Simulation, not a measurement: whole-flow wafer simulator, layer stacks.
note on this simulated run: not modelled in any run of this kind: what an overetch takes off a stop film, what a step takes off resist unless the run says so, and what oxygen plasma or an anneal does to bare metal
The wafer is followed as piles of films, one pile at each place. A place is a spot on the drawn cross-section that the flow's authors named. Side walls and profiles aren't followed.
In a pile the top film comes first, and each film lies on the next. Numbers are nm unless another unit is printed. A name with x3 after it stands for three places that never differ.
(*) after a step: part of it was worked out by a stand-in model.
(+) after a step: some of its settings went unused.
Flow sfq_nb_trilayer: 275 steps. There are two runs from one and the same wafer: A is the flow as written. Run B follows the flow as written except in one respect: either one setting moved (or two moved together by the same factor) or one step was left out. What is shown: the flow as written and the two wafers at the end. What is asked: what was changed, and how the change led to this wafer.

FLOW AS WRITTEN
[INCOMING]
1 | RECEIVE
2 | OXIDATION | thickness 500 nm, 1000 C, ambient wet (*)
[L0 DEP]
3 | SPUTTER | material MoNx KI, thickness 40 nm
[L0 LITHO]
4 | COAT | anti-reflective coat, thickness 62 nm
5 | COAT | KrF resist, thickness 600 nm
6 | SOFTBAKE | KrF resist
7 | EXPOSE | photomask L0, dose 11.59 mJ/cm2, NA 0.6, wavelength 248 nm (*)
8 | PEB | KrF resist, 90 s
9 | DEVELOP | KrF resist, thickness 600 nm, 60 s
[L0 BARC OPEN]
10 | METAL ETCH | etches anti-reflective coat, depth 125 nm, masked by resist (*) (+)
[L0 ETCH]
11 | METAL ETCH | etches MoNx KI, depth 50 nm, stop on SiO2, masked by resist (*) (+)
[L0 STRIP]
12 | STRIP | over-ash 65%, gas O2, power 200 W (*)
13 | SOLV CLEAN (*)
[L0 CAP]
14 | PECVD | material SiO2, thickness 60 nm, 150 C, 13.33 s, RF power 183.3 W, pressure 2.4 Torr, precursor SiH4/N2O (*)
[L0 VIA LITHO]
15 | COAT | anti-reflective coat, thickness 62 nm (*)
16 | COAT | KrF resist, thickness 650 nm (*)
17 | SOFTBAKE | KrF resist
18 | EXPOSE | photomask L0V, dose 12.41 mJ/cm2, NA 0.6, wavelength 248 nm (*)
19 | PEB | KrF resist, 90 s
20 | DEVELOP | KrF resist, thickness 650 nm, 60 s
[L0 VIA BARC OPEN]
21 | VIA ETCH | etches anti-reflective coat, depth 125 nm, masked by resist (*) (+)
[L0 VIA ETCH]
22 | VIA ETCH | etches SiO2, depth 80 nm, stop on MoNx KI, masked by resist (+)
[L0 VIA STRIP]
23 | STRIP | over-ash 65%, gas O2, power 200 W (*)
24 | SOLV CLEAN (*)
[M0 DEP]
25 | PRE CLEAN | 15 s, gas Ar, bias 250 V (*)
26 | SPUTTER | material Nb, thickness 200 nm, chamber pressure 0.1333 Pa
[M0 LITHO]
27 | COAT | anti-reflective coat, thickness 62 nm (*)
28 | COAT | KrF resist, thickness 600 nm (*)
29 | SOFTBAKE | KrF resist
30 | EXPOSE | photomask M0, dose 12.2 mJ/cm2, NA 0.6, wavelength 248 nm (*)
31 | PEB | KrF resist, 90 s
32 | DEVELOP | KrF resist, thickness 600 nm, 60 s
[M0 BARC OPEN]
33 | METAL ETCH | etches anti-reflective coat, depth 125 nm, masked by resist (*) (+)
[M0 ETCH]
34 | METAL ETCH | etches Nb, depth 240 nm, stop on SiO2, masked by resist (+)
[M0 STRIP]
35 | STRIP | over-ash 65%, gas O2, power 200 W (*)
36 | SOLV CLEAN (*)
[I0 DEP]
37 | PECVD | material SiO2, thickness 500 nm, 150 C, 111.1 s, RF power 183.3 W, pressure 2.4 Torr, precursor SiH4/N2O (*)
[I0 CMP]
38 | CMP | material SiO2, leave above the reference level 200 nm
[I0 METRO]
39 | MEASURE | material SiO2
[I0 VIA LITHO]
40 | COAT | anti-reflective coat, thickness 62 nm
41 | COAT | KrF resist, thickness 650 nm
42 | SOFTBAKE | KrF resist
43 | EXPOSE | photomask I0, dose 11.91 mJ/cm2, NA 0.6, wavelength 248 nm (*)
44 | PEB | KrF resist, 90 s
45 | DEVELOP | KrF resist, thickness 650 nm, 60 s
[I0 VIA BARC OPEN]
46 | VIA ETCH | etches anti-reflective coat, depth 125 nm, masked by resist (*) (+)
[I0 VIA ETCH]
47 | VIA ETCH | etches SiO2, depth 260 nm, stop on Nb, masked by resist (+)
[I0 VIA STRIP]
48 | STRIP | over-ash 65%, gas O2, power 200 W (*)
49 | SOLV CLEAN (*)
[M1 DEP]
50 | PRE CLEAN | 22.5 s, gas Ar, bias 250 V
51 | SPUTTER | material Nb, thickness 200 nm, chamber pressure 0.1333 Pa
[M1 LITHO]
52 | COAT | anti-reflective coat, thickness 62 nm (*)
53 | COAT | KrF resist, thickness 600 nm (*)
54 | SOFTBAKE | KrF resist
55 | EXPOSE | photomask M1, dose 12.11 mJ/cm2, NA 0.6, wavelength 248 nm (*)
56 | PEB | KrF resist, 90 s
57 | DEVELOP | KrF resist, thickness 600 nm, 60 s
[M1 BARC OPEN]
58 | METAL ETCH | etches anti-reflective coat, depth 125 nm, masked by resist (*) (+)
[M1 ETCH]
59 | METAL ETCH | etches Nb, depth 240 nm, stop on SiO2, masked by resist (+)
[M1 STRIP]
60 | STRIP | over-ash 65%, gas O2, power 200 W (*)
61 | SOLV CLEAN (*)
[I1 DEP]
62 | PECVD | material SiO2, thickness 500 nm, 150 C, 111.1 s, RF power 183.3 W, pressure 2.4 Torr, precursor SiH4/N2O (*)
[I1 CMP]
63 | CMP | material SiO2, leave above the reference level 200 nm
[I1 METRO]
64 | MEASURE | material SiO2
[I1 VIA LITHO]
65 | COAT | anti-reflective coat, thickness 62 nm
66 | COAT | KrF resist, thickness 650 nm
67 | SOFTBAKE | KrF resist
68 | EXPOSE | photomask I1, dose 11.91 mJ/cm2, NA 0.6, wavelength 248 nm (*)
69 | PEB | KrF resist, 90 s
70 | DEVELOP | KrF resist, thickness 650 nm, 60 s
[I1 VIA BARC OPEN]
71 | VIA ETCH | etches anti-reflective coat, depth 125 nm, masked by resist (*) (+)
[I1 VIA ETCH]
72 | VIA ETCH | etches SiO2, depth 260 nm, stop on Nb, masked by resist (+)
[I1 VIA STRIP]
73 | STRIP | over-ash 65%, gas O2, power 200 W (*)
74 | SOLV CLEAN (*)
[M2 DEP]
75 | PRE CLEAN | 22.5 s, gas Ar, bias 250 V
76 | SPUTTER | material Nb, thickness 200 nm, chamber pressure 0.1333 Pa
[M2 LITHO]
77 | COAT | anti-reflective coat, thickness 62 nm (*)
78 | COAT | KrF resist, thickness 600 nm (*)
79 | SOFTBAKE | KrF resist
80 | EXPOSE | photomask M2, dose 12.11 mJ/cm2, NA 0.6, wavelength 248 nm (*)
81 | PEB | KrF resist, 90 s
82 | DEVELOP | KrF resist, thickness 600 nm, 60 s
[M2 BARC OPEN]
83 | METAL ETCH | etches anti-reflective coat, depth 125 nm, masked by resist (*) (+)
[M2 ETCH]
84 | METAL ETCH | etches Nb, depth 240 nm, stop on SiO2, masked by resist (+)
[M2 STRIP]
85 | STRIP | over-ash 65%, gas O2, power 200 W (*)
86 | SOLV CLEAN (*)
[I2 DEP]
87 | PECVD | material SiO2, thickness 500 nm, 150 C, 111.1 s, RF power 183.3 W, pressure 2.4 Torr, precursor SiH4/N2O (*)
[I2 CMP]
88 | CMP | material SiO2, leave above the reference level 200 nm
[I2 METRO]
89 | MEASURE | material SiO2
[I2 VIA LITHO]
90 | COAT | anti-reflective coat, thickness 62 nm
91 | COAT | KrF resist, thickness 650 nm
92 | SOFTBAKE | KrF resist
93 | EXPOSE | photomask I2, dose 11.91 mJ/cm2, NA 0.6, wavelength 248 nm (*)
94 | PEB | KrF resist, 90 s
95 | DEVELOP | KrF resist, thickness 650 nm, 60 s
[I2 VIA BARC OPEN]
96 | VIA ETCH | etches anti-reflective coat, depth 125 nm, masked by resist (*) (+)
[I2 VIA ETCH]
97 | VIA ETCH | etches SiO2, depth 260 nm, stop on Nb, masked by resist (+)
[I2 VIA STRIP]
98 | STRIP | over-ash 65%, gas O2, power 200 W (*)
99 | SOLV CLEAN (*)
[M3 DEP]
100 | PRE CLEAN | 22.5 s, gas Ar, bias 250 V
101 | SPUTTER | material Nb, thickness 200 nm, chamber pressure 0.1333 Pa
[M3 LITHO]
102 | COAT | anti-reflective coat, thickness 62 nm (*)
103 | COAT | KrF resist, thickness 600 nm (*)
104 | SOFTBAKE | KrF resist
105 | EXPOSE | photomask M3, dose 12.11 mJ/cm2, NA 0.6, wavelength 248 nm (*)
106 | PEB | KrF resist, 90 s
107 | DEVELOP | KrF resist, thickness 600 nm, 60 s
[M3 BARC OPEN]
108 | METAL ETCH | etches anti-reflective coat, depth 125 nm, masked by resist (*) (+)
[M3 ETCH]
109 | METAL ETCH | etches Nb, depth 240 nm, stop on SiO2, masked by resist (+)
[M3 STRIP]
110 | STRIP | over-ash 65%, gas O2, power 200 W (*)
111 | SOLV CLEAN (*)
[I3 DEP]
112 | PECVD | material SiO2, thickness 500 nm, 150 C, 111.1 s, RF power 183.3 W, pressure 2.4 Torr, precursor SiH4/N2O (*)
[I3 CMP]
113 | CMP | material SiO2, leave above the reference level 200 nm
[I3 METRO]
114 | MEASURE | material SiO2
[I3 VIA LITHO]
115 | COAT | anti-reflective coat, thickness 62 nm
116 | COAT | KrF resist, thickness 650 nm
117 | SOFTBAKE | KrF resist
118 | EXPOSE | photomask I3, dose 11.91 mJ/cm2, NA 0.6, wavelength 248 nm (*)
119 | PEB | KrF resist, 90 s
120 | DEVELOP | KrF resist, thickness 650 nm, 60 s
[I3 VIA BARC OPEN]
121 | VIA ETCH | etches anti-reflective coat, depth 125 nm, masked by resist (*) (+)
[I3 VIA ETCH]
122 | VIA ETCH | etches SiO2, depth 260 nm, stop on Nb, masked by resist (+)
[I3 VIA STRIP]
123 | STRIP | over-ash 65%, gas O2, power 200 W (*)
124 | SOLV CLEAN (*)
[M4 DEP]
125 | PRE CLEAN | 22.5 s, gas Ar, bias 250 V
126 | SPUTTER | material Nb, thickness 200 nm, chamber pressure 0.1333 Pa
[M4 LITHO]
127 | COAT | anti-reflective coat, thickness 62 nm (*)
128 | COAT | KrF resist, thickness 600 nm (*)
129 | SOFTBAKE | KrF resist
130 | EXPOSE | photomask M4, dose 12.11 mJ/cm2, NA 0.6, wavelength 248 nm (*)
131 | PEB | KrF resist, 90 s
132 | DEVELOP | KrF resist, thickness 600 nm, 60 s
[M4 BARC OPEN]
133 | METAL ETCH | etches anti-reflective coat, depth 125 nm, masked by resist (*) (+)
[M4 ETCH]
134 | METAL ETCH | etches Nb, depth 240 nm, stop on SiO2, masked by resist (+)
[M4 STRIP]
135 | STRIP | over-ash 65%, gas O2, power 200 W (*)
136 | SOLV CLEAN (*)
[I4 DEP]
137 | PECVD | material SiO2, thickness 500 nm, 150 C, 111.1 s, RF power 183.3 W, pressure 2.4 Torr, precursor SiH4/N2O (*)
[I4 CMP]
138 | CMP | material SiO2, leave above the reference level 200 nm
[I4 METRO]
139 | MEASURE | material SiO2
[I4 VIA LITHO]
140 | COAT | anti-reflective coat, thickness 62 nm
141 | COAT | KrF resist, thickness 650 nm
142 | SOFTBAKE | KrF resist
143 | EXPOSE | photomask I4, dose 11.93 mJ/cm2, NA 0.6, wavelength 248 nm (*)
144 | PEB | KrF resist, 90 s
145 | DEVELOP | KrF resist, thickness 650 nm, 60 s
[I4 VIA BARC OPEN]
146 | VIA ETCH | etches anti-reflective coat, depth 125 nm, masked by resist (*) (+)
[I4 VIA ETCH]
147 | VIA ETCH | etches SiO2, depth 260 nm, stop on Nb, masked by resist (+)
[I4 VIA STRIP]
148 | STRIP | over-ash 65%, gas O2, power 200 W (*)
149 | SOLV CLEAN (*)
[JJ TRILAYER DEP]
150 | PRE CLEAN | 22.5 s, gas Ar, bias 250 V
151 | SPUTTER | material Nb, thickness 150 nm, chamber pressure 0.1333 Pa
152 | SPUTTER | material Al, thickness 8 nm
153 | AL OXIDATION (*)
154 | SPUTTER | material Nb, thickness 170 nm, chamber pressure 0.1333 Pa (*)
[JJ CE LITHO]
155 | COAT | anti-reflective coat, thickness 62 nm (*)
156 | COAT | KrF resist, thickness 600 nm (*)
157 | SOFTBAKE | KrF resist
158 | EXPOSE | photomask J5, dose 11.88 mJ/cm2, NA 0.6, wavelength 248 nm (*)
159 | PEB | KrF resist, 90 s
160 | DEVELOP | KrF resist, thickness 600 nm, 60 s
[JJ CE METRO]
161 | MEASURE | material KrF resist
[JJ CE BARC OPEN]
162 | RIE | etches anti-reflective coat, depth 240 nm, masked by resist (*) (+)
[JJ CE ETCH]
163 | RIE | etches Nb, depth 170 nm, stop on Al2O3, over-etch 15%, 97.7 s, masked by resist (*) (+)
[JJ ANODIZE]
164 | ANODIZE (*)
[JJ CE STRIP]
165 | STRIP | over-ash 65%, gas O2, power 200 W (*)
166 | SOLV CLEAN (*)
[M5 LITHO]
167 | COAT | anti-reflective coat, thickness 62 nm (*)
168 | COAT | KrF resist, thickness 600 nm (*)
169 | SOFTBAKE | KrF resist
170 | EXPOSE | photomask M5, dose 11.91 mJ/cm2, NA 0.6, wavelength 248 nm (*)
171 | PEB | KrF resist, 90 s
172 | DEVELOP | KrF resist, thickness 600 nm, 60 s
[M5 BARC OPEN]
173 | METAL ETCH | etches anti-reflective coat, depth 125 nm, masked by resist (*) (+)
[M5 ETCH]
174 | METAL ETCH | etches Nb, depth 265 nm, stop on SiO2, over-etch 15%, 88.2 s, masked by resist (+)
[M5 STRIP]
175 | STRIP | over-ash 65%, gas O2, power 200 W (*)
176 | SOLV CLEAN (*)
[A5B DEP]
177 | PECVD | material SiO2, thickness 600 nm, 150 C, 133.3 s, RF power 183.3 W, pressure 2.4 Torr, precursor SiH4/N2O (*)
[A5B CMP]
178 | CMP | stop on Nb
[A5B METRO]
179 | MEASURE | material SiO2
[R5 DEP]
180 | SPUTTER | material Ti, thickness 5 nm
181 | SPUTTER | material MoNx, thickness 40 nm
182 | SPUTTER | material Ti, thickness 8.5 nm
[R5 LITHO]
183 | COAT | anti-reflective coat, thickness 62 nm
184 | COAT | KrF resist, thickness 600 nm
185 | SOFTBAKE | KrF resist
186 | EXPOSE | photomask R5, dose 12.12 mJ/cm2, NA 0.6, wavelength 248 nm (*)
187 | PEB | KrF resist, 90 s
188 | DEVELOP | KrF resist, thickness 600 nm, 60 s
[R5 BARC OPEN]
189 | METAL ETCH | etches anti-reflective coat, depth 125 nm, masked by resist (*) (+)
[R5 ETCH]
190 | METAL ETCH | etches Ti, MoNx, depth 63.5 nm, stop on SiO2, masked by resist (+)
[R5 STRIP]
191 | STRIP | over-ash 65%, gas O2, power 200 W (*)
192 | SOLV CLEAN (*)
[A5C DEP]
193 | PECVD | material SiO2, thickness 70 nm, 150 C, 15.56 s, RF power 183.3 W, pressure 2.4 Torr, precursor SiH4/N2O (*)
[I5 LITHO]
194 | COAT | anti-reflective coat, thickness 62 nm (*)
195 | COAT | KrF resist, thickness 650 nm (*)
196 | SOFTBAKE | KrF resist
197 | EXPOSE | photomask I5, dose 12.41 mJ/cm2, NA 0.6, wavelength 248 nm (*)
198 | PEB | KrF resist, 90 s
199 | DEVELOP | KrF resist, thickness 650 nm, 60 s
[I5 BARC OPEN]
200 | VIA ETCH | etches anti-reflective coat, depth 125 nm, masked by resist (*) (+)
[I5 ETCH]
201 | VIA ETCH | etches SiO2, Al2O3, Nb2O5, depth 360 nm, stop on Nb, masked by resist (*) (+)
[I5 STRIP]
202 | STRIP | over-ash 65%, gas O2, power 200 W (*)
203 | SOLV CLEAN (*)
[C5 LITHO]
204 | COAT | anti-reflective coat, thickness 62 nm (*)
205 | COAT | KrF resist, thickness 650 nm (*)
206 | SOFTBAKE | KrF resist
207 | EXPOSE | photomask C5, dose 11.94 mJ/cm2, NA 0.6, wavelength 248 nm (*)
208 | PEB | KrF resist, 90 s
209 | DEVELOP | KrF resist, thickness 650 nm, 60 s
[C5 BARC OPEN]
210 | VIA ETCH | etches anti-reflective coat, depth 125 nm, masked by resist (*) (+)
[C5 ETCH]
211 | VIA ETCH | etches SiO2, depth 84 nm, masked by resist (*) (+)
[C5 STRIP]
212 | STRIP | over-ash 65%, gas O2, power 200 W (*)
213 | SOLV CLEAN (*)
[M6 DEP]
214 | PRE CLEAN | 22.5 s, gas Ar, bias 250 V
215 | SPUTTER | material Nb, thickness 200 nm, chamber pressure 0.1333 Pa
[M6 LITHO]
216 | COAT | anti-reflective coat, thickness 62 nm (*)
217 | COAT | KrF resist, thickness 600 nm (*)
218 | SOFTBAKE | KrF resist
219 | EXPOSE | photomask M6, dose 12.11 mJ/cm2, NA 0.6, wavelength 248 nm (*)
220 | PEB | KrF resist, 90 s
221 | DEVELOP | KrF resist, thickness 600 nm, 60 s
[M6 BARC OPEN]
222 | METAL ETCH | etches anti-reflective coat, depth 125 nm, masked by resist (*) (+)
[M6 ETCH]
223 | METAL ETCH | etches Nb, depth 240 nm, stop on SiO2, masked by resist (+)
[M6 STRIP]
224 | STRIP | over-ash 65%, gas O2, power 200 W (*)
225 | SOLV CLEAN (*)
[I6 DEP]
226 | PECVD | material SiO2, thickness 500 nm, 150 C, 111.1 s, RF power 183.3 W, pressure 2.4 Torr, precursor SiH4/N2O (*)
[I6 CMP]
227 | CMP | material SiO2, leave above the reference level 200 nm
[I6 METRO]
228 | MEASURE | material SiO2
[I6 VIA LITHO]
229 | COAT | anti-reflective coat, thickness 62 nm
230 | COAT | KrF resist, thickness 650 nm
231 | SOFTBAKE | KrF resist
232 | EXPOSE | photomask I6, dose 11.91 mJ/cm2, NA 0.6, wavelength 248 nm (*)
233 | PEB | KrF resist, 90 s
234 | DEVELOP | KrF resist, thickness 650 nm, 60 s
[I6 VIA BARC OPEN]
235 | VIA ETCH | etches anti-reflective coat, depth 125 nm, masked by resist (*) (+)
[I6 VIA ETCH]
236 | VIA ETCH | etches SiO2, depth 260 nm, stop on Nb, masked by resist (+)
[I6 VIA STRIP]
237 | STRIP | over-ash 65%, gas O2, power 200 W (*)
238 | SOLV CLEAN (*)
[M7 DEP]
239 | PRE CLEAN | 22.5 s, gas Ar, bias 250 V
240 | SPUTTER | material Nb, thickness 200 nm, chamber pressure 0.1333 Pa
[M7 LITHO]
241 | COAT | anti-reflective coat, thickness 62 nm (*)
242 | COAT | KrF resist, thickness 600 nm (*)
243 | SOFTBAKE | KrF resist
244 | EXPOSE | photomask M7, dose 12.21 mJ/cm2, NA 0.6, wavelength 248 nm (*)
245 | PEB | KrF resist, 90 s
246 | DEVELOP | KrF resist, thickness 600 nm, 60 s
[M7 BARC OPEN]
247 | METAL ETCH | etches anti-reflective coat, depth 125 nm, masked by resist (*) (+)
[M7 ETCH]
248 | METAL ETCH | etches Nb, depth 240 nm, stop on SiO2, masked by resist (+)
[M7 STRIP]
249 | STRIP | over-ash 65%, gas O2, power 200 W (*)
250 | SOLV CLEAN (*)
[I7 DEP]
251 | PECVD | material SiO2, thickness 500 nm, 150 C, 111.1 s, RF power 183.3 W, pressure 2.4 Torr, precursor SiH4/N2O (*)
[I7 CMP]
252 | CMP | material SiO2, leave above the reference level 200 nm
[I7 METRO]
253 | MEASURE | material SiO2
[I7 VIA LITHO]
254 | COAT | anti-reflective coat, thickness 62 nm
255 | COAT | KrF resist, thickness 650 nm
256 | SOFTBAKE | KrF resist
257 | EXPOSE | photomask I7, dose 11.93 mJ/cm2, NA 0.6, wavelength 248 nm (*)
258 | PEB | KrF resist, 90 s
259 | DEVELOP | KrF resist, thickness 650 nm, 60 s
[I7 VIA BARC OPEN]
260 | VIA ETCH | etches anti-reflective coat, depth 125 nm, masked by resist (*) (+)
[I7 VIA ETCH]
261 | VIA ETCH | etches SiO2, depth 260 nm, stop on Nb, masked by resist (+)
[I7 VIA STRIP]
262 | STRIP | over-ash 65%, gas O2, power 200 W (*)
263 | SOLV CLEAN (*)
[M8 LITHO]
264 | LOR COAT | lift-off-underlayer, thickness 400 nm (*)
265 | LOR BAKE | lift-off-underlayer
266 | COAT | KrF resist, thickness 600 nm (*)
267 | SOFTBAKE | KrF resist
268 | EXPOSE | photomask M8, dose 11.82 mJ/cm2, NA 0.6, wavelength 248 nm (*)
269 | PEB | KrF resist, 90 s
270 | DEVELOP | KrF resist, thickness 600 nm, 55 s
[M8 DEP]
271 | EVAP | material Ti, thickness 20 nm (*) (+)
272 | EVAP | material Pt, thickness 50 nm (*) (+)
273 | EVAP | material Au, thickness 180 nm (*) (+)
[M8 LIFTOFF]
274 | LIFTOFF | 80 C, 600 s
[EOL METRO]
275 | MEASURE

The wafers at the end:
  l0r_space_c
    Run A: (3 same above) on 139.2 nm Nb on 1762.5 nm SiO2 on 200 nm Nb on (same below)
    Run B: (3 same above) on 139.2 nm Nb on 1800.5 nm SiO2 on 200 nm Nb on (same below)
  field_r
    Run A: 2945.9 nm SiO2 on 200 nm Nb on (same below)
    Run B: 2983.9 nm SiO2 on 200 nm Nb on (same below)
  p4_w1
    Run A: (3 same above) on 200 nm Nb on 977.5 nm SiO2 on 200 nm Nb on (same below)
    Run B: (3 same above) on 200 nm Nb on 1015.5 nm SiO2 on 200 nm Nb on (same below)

The reason: step 38, CMP: leave above the reference level 238 nm was run, though the flow has leave above the reference level 200 nm.

Step by step, how the change led to this:
  38 | CMP | material SiO2, leave above the reference level 200 nm
      v_sur, via_wl, via_w and 94 more: A SiO2 loses 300 | B SiO2 loses 262
      field_l, l0_sur, l0r_line_l, l0r_line_c, l0r_line_r: A SiO2 loses 340 | B SiO2 loses 302
      (also at 4 further places)
  47 | VIA ETCH | etches SiO2, depth 260 nm, stop on Nb, masked by resist (+)
      via_w: A SiO2 loses 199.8 (all of it) | B SiO2 loses 237.8 (all of it)
  51 | SPUTTER | material Nb, thickness 200 nm, chamber pressure 0.1333 Pa
      via_w: A Nb gains 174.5 | B Nb gains 167.4
  52 | COAT | anti-reflective coat, thickness 62 nm (*)
      via_w: A anti-reflective coat gains 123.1 (new film) | B anti-reflective coat gains 131.2 (new film)
      via_wr: A anti-reflective coat gains 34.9 (new film) | B anti-reflective coat gains 33.3 (new film)
  53 | COAT | KrF resist, thickness 600 nm (*)
      via_w: A KrF resist gains 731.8 (new film) | B KrF resist gains 762.7 (new film)
  60 | STRIP | over-ash 65%, gas O2, power 200 W (*)
      via_w: A KrF resist loses 513.8 (all of it), anti-reflective coat loses 123.1 (all of it) | B KrF resist loses 544.6 (all of it), anti-reflective coat loses 131.2 (all of it)
      via_wr: A KrF resist loses 384.4 (all of it), anti-reflective coat loses 34.9 (all of it) | B KrF resist loses 381.2 (all of it), anti-reflective coat loses 33.3 (all of it)
  62 | PECVD | material SiO2, thickness 500 nm, 150 C, 111.1 s, RF power 183.3 W, pressure 2.4 Torr, precursor SiH4/N2O (*)
      via_w: A SiO2 gains 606 (new film) | B SiO2 gains 651.1 (new film)
